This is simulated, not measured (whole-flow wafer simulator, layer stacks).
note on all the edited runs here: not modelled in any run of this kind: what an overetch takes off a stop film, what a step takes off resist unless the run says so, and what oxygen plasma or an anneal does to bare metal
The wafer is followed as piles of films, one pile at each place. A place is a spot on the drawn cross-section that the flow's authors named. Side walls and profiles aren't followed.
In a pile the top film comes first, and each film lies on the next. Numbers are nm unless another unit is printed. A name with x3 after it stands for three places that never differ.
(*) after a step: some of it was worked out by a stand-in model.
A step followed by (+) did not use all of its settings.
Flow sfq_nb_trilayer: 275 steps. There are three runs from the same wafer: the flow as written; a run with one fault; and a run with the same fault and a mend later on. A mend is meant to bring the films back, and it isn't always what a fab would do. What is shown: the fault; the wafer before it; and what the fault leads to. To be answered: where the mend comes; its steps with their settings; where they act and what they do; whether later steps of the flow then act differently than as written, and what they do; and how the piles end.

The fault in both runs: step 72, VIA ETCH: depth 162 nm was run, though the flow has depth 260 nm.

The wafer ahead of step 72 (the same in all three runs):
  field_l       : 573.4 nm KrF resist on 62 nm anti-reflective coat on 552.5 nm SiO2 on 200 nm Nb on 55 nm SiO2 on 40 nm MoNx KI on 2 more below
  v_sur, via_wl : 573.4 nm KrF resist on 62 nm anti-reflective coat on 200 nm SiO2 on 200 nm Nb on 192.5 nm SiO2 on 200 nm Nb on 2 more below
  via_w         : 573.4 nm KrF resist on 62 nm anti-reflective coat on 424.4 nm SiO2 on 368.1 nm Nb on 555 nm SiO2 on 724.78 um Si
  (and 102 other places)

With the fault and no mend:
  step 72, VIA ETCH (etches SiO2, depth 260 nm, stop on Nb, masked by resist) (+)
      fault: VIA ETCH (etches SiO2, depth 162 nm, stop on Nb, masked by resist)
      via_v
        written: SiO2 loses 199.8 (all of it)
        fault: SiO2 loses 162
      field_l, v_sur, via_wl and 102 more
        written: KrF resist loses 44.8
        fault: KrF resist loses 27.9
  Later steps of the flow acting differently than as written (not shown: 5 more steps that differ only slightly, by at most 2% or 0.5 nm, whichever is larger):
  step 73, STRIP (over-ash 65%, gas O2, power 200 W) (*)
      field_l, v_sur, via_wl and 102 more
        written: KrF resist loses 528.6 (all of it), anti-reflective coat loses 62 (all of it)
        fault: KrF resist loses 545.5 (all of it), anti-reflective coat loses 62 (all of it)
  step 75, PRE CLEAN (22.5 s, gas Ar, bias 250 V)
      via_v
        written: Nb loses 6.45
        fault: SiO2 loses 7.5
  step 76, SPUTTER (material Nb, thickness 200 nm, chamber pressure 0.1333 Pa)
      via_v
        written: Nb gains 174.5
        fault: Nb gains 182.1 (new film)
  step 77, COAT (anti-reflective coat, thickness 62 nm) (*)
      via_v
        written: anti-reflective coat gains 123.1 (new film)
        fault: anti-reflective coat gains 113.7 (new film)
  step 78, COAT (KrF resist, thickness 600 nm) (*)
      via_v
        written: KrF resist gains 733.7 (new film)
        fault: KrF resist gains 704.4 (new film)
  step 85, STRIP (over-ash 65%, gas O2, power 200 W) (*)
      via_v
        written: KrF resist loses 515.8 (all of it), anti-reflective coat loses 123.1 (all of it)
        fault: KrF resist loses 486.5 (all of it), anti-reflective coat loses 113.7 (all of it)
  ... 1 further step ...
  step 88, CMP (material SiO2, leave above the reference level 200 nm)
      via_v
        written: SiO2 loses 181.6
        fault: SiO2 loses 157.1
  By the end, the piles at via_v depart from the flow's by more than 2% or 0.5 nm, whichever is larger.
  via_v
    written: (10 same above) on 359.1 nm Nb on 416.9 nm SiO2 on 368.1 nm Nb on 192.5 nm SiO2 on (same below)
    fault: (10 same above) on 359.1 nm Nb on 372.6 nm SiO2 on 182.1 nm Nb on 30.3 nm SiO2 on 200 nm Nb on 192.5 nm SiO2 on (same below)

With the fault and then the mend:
  The mend stands after step 72.
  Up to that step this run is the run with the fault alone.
  step 72a, VIA ETCH (etches SiO2, depth 98 nm, stop on Nb, masked by resist) (+) (the flow's step 72, run once more with other settings)
      field_l, v_sur, via_wl and 102 more
        KrF resist loses 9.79
      via_v
        SiO2 loses 37.8 (all of it)
  Every later step of the flow that is run acts as written, at every place that is followed, to within 2% or 0.5 nm, whichever is larger.
  At every place that both follow, the piles at the end match the flow's.
